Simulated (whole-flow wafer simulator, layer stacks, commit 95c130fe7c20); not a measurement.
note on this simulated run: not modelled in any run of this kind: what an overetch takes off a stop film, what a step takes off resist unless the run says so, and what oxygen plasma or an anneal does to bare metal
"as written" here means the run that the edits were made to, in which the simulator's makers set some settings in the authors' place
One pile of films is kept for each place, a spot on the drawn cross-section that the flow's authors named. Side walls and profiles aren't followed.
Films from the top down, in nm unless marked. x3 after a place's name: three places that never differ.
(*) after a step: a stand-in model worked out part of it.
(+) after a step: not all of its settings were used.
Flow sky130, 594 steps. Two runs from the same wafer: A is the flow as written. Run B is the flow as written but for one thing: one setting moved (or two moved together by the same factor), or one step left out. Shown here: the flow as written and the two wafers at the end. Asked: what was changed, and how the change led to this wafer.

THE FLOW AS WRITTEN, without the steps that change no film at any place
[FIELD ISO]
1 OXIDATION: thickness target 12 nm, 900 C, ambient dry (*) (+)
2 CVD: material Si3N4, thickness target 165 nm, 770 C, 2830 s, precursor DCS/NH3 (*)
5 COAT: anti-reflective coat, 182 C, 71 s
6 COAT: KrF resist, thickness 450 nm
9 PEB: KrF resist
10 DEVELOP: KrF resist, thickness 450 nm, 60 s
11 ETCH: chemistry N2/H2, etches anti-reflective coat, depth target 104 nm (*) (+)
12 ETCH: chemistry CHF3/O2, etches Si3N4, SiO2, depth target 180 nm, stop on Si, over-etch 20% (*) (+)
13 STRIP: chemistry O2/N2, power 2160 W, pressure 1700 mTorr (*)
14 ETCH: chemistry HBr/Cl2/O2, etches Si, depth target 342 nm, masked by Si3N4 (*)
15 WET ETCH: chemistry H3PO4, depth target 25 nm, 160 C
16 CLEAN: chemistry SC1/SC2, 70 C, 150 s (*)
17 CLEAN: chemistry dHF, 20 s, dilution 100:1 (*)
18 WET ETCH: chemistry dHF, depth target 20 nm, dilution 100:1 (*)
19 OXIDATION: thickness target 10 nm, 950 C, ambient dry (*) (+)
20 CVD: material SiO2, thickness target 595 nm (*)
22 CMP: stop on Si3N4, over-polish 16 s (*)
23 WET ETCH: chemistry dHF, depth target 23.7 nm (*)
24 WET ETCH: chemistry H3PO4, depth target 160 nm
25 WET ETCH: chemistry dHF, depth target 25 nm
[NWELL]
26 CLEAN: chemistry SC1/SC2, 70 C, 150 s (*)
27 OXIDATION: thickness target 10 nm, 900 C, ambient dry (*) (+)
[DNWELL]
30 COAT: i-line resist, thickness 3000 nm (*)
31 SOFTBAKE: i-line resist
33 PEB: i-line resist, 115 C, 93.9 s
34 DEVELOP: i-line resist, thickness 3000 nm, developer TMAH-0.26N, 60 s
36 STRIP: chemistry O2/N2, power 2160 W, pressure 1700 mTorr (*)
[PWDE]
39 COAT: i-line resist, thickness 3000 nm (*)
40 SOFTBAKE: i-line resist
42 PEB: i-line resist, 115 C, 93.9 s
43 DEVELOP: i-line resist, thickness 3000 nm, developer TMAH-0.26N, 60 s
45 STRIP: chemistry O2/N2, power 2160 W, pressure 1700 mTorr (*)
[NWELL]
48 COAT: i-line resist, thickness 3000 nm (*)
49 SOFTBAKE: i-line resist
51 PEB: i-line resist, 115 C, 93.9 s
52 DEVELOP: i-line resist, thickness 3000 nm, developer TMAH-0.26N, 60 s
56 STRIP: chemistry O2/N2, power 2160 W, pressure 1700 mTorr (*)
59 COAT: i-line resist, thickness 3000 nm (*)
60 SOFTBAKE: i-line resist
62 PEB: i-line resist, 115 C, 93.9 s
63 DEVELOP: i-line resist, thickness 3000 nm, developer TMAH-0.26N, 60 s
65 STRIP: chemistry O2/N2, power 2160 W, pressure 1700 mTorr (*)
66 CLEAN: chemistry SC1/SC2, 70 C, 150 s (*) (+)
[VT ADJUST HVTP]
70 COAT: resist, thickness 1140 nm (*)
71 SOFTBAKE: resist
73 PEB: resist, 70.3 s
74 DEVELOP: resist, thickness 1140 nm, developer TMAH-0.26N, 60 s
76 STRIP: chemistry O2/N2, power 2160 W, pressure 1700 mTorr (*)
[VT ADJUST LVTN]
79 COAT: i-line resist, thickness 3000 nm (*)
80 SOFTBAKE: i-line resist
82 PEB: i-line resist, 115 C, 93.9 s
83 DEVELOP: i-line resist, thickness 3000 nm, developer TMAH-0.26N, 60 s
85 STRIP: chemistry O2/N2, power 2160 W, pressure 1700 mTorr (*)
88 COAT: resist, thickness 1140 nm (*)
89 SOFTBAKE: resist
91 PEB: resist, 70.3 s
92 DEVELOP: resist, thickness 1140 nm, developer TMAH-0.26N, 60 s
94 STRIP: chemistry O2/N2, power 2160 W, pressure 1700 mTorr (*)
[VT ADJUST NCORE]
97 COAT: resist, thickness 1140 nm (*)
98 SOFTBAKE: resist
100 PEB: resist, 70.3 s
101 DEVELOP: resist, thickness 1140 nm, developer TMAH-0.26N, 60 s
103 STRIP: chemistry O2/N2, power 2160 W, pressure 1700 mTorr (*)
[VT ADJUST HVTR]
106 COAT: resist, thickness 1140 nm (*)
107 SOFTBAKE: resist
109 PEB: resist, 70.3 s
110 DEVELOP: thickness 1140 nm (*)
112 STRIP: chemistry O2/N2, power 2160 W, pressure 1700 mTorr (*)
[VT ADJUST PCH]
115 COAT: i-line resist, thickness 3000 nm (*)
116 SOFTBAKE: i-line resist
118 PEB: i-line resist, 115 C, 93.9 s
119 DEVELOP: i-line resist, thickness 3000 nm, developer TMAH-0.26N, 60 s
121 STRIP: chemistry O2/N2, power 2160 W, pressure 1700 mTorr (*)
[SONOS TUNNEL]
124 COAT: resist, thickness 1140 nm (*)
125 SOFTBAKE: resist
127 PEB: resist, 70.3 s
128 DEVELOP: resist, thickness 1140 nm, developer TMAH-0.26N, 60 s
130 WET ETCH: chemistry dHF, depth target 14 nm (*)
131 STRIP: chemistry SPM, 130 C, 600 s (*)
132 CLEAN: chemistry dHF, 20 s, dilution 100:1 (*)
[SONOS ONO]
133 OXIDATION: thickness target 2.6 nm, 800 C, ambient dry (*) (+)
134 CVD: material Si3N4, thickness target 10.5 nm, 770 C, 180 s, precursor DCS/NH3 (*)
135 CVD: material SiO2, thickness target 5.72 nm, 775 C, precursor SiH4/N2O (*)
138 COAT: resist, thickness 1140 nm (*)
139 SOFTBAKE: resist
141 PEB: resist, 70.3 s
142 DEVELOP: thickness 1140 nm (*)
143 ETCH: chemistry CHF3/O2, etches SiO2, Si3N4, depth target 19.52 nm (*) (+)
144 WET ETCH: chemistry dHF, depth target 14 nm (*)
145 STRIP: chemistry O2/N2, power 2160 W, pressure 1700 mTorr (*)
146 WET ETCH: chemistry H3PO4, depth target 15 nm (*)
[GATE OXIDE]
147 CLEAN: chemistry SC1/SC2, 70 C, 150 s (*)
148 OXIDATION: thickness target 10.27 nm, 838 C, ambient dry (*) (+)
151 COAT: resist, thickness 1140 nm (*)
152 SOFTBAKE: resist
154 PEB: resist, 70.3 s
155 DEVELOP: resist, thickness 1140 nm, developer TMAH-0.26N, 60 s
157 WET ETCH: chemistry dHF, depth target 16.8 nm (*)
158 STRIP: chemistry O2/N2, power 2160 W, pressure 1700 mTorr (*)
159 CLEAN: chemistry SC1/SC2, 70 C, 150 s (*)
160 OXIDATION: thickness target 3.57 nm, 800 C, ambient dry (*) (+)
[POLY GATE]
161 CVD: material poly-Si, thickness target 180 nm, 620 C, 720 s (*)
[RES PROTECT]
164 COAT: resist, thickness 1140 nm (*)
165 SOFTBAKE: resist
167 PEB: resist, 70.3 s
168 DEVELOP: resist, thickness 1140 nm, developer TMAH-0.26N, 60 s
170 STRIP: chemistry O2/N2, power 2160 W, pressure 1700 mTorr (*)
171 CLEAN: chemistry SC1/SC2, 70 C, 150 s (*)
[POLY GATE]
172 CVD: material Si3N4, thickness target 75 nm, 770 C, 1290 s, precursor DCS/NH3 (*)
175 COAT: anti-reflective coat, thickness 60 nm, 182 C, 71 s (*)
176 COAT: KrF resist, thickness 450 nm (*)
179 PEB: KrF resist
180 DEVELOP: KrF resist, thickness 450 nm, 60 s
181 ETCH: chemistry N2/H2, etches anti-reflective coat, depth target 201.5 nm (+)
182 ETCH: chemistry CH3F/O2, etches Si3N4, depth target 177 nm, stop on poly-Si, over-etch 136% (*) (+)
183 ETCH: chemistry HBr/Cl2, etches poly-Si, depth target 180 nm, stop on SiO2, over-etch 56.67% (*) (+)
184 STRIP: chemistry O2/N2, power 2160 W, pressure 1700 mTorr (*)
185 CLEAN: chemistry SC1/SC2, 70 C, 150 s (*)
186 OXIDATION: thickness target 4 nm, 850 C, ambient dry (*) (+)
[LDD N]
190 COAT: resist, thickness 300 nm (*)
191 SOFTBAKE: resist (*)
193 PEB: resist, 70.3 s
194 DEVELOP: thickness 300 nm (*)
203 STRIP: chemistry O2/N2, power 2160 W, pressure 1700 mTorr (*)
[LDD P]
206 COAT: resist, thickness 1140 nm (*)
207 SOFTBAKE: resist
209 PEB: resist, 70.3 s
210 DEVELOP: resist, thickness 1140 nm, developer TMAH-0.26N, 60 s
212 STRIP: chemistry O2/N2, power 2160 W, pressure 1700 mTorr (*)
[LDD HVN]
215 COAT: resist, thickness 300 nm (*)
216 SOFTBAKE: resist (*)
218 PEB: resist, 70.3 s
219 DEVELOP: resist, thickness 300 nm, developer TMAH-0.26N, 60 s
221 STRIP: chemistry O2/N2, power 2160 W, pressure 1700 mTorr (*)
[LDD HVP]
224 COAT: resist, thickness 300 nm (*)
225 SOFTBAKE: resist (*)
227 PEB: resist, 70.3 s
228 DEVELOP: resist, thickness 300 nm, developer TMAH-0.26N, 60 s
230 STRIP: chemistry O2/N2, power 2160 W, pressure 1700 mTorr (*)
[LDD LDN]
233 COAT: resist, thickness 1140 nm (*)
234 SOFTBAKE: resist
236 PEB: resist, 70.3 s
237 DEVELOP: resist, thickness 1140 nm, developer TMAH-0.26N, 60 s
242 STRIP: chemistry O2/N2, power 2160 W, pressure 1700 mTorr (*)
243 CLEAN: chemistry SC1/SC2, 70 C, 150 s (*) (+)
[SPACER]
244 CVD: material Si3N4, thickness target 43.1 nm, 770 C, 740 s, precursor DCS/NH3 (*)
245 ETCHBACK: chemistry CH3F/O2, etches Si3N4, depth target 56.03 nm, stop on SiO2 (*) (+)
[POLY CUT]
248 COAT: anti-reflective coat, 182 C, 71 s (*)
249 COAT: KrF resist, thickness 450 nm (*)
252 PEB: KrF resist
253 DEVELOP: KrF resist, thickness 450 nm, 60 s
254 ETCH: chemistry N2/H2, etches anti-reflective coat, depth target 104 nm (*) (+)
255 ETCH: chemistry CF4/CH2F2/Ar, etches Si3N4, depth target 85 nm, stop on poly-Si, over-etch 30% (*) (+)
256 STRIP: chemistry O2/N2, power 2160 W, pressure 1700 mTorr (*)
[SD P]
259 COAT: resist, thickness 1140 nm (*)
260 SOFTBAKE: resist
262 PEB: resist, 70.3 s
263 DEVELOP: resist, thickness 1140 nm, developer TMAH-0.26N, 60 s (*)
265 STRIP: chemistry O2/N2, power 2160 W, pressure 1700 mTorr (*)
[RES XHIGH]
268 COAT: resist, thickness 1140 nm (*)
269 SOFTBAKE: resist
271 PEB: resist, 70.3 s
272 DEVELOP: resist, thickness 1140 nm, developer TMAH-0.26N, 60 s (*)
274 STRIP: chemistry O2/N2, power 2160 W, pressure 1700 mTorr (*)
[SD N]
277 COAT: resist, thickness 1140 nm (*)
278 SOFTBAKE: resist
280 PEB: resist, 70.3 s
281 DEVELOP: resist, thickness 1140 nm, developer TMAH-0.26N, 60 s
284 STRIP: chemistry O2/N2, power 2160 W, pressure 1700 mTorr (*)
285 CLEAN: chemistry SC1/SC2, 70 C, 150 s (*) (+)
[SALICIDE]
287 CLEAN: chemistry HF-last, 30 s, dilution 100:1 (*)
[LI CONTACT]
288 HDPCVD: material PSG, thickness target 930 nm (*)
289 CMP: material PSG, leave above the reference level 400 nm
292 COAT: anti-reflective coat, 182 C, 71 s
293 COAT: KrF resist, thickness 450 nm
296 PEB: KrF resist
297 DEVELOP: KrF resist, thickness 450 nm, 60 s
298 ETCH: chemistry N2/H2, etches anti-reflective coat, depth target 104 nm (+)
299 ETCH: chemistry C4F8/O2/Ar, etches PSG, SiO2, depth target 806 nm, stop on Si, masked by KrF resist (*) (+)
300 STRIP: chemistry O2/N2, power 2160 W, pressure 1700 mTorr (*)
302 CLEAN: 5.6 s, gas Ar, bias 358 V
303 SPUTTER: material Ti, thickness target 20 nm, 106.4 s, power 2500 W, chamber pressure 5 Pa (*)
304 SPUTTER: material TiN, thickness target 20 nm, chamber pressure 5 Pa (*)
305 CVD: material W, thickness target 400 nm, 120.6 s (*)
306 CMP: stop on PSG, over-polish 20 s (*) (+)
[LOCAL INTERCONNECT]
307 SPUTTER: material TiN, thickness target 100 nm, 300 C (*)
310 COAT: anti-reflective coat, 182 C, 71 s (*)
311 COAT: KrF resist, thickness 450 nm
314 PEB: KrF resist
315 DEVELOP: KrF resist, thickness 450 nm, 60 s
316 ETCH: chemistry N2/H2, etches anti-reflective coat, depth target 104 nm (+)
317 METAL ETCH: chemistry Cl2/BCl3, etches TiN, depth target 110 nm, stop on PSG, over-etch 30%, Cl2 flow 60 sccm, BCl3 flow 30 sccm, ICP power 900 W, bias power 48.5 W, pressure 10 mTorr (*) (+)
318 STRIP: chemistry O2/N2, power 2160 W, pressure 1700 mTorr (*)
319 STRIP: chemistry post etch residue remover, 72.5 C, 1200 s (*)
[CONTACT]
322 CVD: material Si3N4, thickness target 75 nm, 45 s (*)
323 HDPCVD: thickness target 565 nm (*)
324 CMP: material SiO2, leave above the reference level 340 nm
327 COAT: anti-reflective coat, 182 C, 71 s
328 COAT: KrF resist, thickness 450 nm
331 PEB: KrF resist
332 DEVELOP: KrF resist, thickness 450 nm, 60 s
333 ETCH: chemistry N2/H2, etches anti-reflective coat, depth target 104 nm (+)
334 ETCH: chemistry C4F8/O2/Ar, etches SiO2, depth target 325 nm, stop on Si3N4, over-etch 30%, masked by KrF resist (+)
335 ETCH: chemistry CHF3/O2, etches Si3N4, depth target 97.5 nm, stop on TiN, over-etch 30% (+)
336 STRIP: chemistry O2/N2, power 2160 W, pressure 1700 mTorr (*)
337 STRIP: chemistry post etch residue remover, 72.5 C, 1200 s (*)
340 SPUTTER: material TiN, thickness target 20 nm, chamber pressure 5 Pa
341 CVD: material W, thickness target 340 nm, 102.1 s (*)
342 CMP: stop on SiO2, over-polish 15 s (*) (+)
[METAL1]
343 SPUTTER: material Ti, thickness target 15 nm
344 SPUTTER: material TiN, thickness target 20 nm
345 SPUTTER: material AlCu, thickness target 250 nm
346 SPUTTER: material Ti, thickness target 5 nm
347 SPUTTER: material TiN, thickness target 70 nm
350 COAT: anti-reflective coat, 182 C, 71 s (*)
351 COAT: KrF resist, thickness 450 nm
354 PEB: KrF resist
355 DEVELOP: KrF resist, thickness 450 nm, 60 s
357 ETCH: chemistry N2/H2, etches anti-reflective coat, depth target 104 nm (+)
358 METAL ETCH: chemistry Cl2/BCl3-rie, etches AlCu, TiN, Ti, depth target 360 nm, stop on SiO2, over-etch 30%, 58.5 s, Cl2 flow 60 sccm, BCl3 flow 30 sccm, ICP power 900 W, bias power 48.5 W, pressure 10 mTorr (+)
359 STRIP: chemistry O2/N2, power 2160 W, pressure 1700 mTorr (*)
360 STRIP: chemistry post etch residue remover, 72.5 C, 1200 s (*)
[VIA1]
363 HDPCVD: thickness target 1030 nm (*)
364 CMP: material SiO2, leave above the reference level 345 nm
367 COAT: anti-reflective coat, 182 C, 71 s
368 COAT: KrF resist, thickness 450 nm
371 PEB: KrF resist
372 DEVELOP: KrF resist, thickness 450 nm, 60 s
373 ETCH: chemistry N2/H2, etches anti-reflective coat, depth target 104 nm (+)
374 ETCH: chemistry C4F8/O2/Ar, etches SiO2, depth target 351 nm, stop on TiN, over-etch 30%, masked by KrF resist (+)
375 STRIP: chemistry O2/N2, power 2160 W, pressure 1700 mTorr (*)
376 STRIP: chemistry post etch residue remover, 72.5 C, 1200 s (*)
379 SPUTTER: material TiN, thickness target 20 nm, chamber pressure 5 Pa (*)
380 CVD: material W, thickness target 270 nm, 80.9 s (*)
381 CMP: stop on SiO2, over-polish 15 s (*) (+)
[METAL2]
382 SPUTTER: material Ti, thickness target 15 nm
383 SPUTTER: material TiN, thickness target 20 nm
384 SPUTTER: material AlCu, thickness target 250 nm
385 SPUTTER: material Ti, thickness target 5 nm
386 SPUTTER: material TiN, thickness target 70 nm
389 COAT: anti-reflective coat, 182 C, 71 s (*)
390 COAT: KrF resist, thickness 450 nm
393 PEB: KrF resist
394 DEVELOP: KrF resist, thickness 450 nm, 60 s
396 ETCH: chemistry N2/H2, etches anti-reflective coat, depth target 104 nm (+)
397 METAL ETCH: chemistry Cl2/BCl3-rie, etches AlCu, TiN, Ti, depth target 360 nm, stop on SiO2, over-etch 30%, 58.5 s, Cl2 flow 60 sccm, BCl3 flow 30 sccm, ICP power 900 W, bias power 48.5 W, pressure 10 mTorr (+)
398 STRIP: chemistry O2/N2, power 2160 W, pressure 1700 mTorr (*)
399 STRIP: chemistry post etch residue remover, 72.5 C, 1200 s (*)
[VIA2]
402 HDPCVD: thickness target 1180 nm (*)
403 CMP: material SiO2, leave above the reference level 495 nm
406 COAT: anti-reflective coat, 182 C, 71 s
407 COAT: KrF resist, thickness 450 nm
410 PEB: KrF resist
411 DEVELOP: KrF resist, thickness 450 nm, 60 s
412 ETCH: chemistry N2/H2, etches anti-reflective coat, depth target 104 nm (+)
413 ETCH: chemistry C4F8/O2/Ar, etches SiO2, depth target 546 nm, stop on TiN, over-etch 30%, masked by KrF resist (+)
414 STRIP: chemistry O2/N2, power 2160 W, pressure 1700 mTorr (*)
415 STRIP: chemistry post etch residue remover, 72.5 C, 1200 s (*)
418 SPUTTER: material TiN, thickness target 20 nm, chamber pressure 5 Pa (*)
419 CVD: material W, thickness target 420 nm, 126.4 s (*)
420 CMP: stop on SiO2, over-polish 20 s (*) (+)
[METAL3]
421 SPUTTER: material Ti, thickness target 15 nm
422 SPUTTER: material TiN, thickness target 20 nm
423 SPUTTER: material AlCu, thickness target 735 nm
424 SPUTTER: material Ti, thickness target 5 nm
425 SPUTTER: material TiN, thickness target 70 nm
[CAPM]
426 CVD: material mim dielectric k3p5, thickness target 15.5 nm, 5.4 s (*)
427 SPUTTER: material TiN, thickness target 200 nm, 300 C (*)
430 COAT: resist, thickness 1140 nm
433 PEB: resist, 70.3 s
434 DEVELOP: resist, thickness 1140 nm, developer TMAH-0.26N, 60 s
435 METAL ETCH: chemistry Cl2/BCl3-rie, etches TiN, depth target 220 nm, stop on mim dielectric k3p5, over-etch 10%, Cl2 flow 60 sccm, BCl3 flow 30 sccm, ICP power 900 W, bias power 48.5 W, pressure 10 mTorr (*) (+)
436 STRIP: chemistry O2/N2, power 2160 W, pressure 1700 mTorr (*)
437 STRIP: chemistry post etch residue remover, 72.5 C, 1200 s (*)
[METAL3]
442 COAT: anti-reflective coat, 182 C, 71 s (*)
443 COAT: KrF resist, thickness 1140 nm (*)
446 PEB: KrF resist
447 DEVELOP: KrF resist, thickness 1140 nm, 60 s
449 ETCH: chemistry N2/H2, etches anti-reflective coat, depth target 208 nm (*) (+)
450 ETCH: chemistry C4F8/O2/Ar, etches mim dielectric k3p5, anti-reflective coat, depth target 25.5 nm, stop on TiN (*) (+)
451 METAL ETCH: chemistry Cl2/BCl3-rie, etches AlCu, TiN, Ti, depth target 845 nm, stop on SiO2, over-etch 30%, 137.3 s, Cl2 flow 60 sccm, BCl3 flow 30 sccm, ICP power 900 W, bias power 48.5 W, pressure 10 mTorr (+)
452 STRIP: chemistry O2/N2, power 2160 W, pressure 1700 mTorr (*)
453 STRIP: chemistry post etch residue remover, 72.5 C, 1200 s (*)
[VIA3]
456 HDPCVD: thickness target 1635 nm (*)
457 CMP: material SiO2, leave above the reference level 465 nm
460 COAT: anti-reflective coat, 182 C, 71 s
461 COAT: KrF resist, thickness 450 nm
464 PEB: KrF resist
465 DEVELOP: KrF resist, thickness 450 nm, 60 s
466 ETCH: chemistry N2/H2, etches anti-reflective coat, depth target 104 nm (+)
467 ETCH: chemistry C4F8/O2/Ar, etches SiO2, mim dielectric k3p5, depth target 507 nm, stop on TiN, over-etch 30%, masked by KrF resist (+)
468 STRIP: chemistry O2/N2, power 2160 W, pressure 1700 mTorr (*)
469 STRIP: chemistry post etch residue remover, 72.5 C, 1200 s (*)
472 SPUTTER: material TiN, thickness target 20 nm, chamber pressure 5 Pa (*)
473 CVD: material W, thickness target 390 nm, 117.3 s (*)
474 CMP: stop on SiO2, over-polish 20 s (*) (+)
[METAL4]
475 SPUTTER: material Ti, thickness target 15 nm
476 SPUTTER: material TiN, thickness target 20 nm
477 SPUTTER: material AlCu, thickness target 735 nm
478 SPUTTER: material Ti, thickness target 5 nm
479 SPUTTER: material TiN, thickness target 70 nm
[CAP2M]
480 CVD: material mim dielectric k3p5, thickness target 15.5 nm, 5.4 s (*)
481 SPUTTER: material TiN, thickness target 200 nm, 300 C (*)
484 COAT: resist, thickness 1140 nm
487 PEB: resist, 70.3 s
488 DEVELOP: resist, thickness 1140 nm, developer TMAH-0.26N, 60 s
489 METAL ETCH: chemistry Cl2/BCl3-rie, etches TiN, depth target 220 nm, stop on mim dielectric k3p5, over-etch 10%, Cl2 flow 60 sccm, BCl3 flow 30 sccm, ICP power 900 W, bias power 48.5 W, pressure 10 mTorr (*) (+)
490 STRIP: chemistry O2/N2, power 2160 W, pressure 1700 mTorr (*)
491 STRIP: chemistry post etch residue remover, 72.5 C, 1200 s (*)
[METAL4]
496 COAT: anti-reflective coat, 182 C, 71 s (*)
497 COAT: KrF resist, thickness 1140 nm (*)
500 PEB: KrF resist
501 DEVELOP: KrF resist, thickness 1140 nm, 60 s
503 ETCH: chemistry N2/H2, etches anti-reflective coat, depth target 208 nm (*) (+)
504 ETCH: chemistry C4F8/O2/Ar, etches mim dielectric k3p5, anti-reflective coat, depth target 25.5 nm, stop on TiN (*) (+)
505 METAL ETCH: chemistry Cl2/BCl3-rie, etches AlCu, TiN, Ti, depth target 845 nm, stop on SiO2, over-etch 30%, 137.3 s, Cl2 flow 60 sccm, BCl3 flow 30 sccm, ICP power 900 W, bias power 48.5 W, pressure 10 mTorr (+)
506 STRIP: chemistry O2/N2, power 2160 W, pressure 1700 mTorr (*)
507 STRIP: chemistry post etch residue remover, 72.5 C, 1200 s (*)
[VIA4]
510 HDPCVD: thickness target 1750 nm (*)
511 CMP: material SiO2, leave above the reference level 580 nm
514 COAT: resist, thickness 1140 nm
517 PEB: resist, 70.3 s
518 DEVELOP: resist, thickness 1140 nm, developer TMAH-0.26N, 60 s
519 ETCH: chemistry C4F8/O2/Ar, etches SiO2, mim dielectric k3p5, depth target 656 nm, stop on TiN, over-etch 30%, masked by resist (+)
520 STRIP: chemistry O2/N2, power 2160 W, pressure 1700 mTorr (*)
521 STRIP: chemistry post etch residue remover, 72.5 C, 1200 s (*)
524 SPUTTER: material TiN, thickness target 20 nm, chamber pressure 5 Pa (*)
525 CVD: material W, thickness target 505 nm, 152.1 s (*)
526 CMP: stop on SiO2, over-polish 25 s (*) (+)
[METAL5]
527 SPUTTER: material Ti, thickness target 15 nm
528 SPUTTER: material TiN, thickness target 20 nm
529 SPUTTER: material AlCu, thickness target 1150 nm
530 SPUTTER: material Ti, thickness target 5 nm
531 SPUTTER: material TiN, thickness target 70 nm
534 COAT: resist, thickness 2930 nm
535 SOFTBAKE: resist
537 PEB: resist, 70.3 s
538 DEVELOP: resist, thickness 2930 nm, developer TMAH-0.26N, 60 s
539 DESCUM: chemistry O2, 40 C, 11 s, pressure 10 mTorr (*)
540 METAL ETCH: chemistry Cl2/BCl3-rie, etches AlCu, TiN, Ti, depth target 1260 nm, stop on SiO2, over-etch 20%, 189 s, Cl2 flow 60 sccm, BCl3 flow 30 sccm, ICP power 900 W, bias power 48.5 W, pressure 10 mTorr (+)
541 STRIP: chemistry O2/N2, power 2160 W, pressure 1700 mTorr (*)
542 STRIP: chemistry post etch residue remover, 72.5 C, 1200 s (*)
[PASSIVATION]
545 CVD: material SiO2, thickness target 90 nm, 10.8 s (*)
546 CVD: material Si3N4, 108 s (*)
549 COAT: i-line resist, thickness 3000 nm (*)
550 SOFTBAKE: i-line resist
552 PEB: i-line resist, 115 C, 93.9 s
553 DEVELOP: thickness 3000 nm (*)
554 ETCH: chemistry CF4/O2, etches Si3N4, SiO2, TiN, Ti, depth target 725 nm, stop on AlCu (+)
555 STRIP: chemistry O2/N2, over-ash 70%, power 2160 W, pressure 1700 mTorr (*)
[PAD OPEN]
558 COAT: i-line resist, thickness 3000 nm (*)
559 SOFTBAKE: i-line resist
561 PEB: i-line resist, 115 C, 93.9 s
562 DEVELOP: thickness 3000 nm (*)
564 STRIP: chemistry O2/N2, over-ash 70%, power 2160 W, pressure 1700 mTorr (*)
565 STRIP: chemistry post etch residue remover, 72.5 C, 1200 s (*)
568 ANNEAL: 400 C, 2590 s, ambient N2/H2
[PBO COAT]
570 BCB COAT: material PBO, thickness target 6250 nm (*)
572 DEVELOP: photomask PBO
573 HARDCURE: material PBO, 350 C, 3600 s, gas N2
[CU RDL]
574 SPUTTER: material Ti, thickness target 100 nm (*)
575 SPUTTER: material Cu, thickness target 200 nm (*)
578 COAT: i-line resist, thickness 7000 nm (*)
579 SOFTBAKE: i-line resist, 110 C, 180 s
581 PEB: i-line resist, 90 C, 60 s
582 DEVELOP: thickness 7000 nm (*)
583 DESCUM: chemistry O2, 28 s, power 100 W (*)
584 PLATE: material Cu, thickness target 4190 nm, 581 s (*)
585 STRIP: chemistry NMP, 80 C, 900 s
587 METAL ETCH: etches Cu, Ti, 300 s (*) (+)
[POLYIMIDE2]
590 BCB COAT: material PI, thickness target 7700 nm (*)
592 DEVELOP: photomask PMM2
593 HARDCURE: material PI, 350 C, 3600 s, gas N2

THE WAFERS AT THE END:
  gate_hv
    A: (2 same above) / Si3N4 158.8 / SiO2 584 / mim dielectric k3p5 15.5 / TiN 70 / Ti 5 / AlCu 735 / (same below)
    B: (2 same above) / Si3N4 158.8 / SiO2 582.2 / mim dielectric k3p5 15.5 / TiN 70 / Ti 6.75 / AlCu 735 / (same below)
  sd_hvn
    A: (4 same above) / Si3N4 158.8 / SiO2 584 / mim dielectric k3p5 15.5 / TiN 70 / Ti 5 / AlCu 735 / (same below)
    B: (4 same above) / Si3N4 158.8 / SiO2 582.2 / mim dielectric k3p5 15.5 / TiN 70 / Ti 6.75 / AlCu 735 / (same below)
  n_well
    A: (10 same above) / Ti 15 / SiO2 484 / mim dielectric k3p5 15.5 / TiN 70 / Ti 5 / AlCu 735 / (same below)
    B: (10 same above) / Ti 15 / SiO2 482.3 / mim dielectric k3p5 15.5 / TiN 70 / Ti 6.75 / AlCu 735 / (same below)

The cause: step 478, SPUTTER: thickness target 6.75 nm was run, where the flow has thickness target 5 nm.
It can be read off the wafer: gate_hv has Ti 6.75, and step 478 as written asks for 5 nm.

How the change led to this, step by step:
  478 SPUTTER: material Ti, thickness target 5 nm
      field, active, n_well and 189 more: A Ti +5 (new film) | B Ti +6.75 (new film)
  505 METAL ETCH: chemistry Cl2/BCl3-rie, etches AlCu, TiN, Ti, depth target 845 nm, stop on SiO2, over-etch 30%, 137.3 s, Cl2 flow 60 sccm, BCl3 flow 30 sccm, ICP power 900 W, bias power 48.5 W, pressure 10 mTorr (+)
      field, gate, spacer and 68 more: A TiN -70 (all of it), Ti -5 (all of it), AlCu -735 (all of it), TiN -20 (all of it), Ti -15 (all of it), SiO2 -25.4 | B TiN -70 (all of it), Ti -6.75 (all of it), AlCu -735 (all of it), TiN -20 (all of it), Ti -15 (all of it), SiO2 -25.2
      active, vpp_iso1, mim_edge_plate and 14 more: A TiN -70 (all of it), Ti -5 (all of it), AlCu -735 (all of it), TiN -20 (all of it), Ti -15 (all of it), SiO2 -25.3 | B TiN -70 (all of it), Ti -6.75 (all of it), AlCu -735 (all of it), TiN -20 (all of it), Ti -15 (all of it), SiO2 -25.2
